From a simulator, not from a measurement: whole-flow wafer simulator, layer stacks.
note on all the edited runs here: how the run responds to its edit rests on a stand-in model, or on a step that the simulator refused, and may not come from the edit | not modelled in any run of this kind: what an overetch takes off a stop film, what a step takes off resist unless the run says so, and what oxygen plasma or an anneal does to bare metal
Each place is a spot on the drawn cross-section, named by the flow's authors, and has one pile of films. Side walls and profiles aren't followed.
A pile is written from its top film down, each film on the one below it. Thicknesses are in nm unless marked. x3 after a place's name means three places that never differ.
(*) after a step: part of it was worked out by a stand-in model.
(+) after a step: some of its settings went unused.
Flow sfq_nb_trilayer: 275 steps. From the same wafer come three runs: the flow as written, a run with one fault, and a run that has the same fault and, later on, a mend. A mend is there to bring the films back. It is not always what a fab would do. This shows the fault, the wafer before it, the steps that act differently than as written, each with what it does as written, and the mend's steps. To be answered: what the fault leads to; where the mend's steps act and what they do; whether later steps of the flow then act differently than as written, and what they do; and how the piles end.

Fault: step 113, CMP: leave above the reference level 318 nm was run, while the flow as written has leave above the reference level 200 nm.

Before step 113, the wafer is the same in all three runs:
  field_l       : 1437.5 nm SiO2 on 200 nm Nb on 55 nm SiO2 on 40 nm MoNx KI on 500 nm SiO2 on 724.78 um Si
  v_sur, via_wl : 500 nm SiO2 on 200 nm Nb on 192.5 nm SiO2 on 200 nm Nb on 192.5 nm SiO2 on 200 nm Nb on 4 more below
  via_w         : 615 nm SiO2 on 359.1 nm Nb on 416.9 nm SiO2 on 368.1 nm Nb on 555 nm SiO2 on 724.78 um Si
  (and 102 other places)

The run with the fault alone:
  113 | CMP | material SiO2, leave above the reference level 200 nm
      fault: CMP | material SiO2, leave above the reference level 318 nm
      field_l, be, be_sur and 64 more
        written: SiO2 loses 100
        fault: nothing
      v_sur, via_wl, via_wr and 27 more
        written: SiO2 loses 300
        fault: SiO2 loses 182
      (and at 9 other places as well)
  Steps later in the flow that act otherwise than as written (not shown: 5 more steps that differ only slightly, by at most 2% or 0.5 nm, whichever is larger):
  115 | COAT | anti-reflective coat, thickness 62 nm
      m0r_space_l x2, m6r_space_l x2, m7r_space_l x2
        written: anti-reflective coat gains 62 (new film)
        fault: anti-reflective coat gains 64.7 (new film)
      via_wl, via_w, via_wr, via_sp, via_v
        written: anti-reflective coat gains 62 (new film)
        fault: anti-reflective coat gains 60.6 (new film)
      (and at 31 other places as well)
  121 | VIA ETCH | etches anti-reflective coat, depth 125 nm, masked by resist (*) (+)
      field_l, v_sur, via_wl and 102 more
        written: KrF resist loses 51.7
        fault: KrF resist loses 50.5
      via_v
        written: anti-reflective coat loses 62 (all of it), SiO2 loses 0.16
        fault: anti-reflective coat loses 60.6 (all of it), SiO2 loses 0.15
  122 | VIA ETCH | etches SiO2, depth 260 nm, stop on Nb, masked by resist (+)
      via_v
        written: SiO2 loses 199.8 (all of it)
        fault: SiO2 loses 260
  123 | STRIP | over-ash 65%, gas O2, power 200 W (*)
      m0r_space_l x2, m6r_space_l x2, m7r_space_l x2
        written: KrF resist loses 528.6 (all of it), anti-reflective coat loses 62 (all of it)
        fault: KrF resist loses 531.5 (all of it), anti-reflective coat loses 64.7 (all of it)
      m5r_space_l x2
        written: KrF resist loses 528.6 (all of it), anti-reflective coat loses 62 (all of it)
        fault: KrF resist loses 531.5 (all of it), anti-reflective coat loses 63.6 (all of it)
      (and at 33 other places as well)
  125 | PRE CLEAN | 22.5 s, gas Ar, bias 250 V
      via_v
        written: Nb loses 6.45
        fault: SiO2 loses 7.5
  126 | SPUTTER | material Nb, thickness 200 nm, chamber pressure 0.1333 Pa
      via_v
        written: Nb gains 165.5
        fault: Nb gains 152.6 (new film)
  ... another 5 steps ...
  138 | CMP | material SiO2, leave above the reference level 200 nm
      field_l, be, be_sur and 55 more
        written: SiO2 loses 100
        fault: SiO2 loses 82
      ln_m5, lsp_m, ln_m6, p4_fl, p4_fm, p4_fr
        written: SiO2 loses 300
        fault: SiO2 loses 282
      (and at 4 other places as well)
  At field_l, v_sur, via_wl and 103 more, the piles at the end differ from the flow's by more than 2% or 0.5 nm, whichever is larger.
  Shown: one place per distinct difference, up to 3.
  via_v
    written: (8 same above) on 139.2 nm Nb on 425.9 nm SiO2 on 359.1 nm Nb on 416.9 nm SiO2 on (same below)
    fault: (8 same above) on 139.2 nm Nb on 500 nm SiO2 on 152.6 nm Nb on 50.3 nm SiO2 on 200 nm Nb on 416.9 nm SiO2 on (same below)
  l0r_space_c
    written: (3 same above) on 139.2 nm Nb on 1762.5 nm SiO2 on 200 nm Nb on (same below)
    fault: (3 same above) on 139.2 nm Nb on 1880.5 nm SiO2 on 200 nm Nb on (same below)
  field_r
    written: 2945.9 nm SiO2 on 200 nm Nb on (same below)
    fault: 3063.9 nm SiO2 on 200 nm Nb on (same below)

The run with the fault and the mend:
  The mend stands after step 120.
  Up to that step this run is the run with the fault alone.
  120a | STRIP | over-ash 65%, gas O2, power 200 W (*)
      r_end, moat, field_r, lsp_l, ln_m5, lsp_m, ln_m6
        KrF resist loses 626 (all of it), anti-reflective coat loses 62.1 (all of it)
      m0r_line_l x2, m6r_line_l x2, m7r_line_l x2
        KrF resist loses 628.3 (all of it), anti-reflective coat loses 62.6 (all of it)
      m0r_space_l x2, m6r_space_l x2, m7r_space_l x2
        KrF resist loses 626.9 (all of it), anti-reflective coat loses 64.7 (all of it)
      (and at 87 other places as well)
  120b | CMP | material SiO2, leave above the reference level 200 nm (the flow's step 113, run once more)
      field_l, be, be_sur and 64 more
        SiO2 loses 100
      v_sur, via_wl, via_w and 36 more
        SiO2 loses 118
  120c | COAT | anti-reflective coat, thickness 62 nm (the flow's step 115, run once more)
      field_l, v_sur, via_wl and 103 more
        anti-reflective coat gains 62 (new film)
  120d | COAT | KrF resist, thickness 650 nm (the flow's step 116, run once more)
      field_l, v_sur, via_wl and 103 more
        KrF resist gains 650 (new film)
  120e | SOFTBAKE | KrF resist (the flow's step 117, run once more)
      does not change any film at any place that is followed
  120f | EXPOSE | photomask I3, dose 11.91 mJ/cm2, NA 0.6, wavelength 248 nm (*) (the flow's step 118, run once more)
      does not change any film at any place that is followed
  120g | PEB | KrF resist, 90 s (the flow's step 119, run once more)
      field_l, v_sur, via_wl and 103 more
        KrF resist loses 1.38
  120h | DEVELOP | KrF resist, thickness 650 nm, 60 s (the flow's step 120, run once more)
      field_l, v_sur, via_wl and 102 more
        KrF resist loses 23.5
      via_v
        KrF resist loses 648.6 (all of it)
  Every later step of the flow that is run acts as written at every place that is followed.
  The piles end the same as the flow's at every place that both follow.
